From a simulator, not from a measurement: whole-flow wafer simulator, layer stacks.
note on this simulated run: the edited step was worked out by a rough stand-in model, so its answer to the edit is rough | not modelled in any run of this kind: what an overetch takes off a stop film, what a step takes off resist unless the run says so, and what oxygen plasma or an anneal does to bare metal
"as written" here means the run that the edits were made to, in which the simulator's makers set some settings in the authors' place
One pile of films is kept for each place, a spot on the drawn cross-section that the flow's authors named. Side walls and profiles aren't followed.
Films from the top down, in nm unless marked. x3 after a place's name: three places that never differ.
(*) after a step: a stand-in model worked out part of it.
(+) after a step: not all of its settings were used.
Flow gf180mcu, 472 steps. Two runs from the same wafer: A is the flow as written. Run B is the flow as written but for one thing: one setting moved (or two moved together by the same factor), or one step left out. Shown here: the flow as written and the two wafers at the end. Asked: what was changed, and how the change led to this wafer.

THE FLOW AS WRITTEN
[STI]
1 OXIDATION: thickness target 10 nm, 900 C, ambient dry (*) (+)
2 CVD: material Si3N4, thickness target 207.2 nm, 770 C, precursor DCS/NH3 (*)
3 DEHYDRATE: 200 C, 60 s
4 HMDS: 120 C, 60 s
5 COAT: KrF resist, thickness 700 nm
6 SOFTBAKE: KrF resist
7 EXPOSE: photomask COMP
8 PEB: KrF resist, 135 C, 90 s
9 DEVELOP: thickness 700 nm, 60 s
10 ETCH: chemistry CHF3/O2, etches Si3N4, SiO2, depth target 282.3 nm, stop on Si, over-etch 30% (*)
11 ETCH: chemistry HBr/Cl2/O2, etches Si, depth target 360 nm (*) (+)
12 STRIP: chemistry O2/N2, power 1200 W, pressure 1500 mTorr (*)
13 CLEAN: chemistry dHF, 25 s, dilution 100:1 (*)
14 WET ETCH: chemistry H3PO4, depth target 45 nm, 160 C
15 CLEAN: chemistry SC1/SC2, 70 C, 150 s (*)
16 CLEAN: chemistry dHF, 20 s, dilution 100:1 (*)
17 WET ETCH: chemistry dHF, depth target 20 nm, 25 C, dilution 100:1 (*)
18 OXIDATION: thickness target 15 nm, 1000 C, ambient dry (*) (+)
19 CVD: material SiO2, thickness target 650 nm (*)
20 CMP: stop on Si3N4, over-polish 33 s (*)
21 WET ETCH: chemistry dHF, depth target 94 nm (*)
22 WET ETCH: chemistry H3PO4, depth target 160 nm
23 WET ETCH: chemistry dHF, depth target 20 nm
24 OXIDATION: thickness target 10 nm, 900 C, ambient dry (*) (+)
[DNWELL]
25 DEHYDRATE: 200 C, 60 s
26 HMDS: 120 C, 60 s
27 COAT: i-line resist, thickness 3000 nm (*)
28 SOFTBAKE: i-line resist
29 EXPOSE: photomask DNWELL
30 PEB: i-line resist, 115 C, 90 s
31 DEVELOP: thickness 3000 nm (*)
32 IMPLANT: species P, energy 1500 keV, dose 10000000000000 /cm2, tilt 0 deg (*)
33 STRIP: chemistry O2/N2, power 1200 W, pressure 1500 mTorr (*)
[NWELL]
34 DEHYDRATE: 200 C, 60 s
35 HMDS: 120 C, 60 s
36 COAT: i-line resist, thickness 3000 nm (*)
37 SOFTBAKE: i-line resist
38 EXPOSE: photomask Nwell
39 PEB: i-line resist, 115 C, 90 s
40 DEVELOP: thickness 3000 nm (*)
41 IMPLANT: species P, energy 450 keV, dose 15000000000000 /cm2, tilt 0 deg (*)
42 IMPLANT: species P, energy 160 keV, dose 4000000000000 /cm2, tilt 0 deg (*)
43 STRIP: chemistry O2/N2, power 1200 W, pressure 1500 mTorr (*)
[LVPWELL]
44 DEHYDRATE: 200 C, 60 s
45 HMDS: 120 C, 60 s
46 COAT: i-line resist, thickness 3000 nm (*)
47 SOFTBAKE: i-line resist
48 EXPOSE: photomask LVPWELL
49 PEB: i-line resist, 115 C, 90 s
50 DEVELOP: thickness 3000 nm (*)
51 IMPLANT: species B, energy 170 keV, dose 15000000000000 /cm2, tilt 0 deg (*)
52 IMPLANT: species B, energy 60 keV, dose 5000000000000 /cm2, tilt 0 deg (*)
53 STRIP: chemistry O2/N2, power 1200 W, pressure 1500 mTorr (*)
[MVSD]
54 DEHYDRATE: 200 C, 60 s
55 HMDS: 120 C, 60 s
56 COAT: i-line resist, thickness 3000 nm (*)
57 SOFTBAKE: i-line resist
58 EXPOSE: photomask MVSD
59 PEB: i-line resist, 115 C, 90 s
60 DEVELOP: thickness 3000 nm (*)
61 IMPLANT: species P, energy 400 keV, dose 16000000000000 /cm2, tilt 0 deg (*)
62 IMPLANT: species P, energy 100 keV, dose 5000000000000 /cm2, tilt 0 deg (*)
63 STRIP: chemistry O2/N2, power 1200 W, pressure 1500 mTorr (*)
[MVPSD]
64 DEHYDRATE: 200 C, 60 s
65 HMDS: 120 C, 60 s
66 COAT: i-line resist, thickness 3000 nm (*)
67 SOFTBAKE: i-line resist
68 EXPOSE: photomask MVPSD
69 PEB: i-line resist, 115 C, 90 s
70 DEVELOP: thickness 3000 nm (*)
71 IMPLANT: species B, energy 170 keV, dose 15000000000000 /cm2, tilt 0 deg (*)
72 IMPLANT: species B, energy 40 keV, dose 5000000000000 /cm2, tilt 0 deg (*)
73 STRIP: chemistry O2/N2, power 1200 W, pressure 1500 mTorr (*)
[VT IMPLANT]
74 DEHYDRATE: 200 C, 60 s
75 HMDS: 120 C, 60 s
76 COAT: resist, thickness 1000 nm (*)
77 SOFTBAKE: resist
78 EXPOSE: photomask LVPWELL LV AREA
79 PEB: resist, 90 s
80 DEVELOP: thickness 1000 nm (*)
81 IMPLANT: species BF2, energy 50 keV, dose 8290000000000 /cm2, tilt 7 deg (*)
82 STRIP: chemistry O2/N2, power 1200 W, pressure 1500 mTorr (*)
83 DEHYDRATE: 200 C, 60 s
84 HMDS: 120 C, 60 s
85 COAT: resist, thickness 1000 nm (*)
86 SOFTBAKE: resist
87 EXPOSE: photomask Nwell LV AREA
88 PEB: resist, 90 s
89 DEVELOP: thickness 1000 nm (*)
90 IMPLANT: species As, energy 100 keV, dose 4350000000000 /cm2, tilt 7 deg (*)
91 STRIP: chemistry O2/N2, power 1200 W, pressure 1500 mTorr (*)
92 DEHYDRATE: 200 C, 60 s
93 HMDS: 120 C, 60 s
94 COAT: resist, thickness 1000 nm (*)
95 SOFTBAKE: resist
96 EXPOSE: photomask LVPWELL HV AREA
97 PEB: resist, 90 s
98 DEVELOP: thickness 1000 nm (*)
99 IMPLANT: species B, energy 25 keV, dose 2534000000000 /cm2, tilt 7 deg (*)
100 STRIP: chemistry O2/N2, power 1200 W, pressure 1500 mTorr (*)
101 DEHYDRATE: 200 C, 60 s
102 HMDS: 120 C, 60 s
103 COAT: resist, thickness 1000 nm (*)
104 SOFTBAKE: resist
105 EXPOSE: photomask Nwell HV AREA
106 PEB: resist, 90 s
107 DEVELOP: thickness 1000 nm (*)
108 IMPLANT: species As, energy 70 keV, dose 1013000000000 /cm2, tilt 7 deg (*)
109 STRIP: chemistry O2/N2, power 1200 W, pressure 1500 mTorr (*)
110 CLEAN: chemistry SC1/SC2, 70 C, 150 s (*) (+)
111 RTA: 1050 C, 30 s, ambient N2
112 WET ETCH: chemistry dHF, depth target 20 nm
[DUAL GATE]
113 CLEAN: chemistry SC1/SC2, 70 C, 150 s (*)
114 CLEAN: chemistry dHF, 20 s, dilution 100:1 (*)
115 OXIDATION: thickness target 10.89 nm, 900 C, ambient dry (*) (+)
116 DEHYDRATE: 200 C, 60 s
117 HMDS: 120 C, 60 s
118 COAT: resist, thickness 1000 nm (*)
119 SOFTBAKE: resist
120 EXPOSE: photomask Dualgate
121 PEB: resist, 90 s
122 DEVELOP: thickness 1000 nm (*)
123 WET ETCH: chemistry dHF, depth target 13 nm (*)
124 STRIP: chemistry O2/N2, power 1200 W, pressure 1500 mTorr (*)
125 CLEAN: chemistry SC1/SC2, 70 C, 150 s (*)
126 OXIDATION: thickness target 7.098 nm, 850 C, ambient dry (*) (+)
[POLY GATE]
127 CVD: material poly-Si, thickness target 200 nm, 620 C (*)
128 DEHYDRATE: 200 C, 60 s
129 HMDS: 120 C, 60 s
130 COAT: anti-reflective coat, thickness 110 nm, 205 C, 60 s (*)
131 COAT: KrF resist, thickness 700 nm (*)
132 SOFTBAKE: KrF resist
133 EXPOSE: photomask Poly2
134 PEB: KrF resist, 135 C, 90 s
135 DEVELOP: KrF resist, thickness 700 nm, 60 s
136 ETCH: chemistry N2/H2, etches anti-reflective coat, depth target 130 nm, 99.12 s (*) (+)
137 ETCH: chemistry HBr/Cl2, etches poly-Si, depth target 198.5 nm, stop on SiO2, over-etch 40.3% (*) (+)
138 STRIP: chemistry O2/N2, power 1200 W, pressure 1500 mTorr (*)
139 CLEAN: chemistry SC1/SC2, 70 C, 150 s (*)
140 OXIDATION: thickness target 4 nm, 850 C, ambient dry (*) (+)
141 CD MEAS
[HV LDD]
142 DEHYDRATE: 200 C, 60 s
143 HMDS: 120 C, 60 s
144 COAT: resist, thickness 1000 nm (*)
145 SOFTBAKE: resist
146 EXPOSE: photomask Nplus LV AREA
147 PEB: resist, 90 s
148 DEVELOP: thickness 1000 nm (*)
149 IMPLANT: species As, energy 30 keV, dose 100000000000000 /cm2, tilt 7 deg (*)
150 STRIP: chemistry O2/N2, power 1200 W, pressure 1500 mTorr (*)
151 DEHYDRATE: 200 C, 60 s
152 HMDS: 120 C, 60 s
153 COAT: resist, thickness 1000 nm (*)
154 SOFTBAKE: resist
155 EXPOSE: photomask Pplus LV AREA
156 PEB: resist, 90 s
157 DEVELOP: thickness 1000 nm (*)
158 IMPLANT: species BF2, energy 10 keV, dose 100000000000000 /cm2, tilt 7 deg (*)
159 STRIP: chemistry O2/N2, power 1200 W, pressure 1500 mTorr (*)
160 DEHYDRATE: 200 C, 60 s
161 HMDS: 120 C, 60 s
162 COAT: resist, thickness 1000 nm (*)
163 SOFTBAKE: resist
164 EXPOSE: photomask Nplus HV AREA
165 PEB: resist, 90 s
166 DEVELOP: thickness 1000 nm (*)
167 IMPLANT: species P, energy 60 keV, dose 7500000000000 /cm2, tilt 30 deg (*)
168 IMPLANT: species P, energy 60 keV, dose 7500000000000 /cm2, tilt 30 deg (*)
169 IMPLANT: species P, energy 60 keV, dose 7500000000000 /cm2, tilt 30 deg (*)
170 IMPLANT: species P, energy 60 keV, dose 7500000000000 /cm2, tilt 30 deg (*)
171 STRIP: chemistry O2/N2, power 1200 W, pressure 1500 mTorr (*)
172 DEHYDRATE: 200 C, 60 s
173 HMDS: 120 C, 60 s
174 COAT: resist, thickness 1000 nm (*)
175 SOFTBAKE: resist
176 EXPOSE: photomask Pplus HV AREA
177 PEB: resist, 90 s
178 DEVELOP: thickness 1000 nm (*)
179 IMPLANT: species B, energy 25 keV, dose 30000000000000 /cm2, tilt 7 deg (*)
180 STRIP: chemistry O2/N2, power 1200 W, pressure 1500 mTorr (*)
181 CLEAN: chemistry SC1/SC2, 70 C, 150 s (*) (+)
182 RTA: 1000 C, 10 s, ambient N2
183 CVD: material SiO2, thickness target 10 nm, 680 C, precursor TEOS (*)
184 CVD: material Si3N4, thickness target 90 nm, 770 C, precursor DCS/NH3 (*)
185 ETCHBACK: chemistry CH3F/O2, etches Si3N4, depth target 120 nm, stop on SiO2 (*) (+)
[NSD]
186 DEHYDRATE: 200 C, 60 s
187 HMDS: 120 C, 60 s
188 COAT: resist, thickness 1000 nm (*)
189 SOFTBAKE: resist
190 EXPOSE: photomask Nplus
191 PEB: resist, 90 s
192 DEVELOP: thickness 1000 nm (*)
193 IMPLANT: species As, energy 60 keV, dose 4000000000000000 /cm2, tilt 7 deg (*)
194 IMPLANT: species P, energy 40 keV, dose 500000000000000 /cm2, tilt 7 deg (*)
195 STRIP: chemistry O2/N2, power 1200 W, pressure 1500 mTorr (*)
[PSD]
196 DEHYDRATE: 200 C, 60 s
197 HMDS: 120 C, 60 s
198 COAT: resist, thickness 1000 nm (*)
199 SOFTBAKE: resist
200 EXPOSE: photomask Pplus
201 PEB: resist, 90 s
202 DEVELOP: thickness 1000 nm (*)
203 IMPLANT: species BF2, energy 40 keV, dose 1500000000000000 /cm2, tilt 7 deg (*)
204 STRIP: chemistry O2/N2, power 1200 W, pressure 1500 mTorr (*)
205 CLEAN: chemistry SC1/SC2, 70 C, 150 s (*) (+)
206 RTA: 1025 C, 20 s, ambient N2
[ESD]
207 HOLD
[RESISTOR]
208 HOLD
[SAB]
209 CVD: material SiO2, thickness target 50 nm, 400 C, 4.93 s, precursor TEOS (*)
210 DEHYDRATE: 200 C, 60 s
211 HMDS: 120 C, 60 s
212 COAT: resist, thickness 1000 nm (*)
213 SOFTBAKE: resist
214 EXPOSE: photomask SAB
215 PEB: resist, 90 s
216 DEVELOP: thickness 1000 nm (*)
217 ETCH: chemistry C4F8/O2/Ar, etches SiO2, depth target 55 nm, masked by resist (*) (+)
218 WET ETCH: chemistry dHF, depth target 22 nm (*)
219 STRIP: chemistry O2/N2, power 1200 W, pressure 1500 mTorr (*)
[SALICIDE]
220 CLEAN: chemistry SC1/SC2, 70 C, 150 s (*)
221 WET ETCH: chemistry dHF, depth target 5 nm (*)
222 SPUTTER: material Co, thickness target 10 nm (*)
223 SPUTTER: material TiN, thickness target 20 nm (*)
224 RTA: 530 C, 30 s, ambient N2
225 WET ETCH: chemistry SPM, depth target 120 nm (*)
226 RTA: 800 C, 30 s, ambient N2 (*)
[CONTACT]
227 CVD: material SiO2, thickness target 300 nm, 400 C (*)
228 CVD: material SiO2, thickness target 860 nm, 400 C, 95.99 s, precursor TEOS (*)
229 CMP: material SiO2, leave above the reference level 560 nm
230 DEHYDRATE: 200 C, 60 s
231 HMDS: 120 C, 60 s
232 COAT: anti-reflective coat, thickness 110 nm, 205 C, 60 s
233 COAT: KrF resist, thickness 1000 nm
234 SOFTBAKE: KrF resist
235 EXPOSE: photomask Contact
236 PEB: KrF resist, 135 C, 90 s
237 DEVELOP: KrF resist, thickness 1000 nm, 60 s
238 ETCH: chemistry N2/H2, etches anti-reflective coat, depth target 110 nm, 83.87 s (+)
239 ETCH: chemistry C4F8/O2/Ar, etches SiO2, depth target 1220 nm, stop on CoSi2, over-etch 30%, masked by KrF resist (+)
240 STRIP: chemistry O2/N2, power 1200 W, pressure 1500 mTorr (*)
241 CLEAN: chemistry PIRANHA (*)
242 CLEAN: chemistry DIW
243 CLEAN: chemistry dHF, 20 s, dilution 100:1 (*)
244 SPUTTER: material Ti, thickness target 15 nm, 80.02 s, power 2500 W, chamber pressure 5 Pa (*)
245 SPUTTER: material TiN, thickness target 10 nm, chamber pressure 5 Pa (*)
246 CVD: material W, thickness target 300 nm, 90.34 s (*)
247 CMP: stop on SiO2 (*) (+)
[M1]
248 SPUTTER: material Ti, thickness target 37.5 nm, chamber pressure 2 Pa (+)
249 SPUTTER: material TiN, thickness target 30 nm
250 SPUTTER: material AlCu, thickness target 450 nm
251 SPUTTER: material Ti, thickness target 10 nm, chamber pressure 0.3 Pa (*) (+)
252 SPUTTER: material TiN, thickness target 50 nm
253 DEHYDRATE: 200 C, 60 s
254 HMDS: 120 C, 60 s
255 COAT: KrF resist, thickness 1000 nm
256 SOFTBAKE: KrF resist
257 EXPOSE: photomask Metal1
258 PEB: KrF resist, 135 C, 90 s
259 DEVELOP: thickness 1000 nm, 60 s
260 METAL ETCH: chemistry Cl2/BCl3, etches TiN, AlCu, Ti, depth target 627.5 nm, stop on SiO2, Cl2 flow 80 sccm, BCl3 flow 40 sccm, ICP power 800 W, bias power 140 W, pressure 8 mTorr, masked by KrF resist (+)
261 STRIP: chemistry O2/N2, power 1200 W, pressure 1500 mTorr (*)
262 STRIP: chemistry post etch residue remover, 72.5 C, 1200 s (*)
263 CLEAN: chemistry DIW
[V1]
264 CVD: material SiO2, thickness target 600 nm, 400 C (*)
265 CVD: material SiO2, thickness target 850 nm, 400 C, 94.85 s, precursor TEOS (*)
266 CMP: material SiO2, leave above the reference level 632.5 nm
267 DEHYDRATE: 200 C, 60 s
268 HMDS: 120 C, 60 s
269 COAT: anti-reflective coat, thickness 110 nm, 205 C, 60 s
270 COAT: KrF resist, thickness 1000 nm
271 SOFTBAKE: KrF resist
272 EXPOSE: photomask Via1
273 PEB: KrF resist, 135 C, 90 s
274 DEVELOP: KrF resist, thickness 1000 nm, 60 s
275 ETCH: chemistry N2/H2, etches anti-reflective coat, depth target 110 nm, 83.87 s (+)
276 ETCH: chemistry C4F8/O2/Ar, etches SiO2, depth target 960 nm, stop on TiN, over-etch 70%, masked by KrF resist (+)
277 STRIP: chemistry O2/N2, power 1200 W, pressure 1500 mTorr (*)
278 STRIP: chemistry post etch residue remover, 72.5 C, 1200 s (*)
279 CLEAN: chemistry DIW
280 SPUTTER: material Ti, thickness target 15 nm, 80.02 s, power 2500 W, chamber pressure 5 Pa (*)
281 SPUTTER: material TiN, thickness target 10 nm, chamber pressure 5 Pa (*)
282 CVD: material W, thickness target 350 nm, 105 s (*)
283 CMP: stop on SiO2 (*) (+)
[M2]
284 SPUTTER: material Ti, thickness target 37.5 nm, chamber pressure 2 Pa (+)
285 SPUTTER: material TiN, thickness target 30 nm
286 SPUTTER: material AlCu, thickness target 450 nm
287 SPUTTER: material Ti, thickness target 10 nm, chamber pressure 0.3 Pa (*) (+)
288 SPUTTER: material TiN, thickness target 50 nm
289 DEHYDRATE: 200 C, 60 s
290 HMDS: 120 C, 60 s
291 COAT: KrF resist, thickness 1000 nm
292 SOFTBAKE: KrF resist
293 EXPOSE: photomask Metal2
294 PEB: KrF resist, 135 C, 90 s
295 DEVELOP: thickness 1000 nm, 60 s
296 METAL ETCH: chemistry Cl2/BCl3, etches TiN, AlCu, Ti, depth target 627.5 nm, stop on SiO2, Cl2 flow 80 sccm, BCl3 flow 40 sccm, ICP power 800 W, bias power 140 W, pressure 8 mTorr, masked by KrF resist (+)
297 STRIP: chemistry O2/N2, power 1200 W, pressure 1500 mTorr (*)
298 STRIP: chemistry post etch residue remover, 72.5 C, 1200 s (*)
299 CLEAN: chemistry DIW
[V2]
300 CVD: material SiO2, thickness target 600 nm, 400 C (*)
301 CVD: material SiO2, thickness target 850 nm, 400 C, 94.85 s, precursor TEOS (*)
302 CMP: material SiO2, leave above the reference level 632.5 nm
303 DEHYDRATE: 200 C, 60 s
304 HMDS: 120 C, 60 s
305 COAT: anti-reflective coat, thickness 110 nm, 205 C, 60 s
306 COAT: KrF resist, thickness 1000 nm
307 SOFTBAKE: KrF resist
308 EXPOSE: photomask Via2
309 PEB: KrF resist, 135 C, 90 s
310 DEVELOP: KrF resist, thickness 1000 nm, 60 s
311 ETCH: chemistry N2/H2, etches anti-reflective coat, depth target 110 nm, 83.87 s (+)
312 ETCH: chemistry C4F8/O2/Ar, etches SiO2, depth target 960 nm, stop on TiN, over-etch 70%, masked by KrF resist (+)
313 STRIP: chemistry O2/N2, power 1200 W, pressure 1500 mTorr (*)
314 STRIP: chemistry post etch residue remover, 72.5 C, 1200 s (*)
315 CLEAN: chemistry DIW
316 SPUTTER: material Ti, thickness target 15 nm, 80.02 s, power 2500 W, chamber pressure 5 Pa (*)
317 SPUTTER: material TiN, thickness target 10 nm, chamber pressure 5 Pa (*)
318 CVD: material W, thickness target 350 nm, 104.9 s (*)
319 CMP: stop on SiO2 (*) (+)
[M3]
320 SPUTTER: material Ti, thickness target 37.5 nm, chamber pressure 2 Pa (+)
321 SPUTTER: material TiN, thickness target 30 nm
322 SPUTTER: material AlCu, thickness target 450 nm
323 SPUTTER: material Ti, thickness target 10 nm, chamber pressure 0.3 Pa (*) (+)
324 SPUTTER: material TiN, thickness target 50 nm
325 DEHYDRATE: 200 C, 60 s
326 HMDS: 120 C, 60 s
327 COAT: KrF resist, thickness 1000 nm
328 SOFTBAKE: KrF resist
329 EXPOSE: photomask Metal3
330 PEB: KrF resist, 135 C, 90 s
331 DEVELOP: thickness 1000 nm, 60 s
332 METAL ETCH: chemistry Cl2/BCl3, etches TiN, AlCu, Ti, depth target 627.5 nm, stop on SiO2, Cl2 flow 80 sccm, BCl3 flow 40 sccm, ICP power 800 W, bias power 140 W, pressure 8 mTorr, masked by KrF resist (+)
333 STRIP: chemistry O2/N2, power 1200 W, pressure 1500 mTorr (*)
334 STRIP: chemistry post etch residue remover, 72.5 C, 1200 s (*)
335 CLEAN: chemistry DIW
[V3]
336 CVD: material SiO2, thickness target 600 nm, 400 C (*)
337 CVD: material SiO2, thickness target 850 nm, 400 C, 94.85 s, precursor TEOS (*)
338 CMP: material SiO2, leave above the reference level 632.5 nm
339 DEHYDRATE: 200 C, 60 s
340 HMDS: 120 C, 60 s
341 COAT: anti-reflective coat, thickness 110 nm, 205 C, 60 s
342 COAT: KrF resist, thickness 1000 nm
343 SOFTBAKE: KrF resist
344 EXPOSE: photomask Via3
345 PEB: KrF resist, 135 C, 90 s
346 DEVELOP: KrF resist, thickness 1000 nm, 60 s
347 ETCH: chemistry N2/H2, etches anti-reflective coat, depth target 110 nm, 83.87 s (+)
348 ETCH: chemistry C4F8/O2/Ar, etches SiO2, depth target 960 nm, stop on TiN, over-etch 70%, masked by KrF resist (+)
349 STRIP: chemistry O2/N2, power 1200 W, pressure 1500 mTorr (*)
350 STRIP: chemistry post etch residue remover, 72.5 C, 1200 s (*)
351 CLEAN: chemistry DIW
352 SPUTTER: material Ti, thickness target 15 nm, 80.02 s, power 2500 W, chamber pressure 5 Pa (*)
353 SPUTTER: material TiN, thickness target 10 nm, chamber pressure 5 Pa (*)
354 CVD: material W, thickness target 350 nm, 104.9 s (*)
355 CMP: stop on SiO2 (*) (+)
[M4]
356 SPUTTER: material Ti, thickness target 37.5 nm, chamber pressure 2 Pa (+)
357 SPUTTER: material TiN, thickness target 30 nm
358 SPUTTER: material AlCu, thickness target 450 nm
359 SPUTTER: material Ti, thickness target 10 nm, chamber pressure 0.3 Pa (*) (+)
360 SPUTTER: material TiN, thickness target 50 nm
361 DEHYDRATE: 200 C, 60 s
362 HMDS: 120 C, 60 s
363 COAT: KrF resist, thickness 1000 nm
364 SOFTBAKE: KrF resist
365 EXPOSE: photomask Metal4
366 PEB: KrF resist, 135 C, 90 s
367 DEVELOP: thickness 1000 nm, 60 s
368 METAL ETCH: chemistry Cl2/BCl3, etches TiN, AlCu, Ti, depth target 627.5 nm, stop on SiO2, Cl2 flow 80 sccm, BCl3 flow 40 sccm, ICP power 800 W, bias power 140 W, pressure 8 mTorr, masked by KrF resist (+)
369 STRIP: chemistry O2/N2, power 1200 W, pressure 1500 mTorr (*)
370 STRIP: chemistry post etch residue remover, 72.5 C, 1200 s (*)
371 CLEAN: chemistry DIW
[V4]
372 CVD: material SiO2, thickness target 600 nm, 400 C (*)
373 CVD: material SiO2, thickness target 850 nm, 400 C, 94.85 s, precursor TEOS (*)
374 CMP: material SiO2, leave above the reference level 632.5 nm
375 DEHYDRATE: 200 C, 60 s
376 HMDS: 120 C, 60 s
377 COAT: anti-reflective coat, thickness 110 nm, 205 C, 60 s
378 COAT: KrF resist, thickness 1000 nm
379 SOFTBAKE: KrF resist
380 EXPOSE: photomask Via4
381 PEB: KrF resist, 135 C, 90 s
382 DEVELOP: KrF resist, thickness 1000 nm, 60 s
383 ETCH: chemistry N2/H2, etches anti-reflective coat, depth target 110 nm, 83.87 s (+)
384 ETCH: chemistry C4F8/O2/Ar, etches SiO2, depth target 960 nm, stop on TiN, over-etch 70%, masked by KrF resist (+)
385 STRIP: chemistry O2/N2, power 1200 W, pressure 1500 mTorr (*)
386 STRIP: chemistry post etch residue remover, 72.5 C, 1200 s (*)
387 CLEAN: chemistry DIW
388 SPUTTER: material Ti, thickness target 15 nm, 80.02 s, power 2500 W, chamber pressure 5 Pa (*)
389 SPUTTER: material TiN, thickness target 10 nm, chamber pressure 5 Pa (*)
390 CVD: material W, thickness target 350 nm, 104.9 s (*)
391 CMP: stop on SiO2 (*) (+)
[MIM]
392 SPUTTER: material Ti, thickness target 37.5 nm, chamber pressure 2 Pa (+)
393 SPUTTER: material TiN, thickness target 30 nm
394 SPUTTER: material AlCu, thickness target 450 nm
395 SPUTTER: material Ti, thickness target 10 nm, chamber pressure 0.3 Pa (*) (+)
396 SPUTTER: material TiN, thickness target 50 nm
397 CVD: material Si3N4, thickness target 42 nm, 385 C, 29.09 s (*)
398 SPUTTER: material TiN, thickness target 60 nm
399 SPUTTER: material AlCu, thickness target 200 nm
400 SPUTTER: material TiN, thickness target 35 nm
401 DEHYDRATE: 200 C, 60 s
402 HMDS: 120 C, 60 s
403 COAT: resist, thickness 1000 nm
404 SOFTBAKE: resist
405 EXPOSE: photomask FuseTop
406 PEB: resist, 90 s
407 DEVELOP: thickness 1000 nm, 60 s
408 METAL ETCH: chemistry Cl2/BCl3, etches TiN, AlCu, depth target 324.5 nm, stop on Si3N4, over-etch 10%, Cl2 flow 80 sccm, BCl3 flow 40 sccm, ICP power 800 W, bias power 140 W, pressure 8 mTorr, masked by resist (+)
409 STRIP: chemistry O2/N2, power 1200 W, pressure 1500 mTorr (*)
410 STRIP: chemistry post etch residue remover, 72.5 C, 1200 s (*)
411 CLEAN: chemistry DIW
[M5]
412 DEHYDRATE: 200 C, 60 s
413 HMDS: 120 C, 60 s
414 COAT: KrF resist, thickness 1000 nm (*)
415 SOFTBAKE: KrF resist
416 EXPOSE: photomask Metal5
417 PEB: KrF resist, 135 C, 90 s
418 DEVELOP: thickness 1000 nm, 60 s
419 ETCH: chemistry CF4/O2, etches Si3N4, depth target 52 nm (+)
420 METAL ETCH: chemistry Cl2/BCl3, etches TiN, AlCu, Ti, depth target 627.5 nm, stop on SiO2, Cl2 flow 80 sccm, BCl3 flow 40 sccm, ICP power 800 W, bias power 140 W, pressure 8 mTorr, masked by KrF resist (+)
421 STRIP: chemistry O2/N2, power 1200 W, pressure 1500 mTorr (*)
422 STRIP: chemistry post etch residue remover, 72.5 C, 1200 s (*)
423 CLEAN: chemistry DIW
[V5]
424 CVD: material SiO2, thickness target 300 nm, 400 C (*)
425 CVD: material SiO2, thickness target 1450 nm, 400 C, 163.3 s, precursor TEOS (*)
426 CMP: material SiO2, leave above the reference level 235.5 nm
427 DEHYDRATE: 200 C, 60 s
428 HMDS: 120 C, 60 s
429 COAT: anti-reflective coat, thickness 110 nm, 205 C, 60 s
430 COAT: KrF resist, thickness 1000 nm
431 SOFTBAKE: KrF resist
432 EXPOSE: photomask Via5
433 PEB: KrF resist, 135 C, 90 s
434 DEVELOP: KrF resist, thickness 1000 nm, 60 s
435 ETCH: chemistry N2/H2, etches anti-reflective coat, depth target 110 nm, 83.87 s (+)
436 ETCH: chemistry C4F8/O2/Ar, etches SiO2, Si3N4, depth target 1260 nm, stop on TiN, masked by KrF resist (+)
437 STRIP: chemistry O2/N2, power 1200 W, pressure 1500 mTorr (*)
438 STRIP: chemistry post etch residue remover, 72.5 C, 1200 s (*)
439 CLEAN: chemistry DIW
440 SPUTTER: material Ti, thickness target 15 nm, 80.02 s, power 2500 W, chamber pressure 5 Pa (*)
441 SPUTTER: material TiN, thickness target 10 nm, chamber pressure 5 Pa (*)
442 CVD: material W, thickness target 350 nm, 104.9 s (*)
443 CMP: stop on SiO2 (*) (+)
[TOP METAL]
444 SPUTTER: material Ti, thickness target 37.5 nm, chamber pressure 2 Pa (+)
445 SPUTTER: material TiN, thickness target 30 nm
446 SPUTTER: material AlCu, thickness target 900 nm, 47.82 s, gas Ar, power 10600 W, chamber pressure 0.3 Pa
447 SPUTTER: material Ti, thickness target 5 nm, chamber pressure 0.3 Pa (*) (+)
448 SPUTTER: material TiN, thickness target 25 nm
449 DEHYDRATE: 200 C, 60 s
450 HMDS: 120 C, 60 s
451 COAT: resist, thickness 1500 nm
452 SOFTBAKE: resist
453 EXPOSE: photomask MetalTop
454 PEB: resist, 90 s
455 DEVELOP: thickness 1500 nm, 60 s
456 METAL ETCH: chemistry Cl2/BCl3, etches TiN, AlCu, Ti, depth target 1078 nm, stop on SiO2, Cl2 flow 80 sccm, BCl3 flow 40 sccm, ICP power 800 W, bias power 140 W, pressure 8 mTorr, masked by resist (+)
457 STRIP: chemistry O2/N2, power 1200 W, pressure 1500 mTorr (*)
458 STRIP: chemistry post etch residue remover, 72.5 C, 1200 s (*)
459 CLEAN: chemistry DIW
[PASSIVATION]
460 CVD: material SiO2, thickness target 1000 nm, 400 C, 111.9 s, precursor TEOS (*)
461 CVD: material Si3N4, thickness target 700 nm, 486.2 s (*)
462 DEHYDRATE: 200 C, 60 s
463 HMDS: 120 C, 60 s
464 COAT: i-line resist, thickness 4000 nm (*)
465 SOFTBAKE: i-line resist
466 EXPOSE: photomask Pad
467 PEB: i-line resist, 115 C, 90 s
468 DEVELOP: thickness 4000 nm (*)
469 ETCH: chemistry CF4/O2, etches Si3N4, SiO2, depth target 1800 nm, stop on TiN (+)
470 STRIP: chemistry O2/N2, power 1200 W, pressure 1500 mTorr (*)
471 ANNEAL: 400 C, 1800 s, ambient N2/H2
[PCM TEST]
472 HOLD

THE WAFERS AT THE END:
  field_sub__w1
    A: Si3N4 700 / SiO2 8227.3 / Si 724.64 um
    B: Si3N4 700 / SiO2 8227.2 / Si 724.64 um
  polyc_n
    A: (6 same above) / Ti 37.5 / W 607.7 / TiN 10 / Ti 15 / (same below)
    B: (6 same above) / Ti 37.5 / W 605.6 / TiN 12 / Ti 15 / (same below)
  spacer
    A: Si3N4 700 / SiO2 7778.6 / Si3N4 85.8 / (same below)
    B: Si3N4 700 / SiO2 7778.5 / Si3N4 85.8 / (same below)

The cause: step 245, SPUTTER: thickness target 12 nm was run, where the flow has thickness target 10 nm.
It can be read off the wafer: polyc_n has TiN 12, and step 245 as written asks for 10 nm.

How the change led to this, step by step:
  245 SPUTTER: material TiN, thickness target 10 nm, chamber pressure 5 Pa (*)
      field, field__w1, field__w2 and 107 more: A TiN +10 (new film) | B TiN +12 (new film)
      contact: A TiN +5.48 (new film) | B TiN +6.57 (new film)
  247 CMP: stop on SiO2 (*) (+)
      field, field__w1, field__w2 and 105 more: A W -300 (all of it), TiN -10 (all of it), Ti -15 (all of it), SiO2 -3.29 | B W -300 (all of it), TiN -12 (all of it), Ti -15 (all of it), SiO2 -3.31
